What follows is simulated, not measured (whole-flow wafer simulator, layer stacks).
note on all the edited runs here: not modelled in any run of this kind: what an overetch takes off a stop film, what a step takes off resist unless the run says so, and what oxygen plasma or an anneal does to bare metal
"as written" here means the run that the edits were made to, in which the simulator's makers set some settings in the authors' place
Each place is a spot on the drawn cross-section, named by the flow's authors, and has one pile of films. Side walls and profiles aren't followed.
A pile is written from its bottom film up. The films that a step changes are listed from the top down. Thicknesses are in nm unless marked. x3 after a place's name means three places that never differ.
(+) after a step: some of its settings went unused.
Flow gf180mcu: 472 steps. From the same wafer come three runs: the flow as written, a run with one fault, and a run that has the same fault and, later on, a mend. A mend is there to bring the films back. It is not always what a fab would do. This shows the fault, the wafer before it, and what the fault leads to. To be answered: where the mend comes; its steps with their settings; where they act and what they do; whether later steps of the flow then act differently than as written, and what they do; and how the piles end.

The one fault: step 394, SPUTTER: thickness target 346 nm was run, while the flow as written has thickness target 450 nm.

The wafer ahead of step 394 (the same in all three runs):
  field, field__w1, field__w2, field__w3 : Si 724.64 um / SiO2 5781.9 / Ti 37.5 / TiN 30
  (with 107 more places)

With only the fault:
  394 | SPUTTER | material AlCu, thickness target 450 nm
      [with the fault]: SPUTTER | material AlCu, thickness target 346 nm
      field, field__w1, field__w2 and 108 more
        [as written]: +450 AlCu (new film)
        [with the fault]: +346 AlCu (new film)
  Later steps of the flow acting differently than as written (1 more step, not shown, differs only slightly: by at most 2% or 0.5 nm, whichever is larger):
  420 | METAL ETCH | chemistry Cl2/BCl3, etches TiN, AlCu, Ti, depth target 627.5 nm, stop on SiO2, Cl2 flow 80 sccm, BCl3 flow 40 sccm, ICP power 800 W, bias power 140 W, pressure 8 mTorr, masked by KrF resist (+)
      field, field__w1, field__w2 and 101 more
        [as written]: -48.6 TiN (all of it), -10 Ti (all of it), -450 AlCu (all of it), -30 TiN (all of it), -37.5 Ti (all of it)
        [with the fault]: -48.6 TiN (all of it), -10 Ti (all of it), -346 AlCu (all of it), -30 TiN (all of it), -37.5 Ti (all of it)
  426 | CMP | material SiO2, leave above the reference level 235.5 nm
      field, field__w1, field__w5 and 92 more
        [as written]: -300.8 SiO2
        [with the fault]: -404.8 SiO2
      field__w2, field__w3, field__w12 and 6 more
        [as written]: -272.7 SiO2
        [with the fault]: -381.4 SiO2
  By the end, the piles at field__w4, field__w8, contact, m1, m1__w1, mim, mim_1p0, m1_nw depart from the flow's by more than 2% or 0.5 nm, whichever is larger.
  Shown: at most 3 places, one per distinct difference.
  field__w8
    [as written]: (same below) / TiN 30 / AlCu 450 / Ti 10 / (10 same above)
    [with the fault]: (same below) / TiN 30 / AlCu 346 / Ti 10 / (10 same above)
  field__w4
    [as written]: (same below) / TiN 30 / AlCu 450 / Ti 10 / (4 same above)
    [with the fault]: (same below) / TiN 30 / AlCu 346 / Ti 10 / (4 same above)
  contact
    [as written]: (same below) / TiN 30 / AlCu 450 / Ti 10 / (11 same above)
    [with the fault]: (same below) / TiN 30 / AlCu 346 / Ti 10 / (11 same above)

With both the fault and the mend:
  The mend stands after step 394.
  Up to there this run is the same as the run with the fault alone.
  394a | SPUTTER | material AlCu, thickness target 104 nm (a further turn of the flow's step 394, with different settings)
      field, field__w1, field__w2 and 108 more
        +104 AlCu
  None of the later steps of the flow acts differently than as written at any place that is followed.
  At every place that both follow, the piles at the end match the flow's.
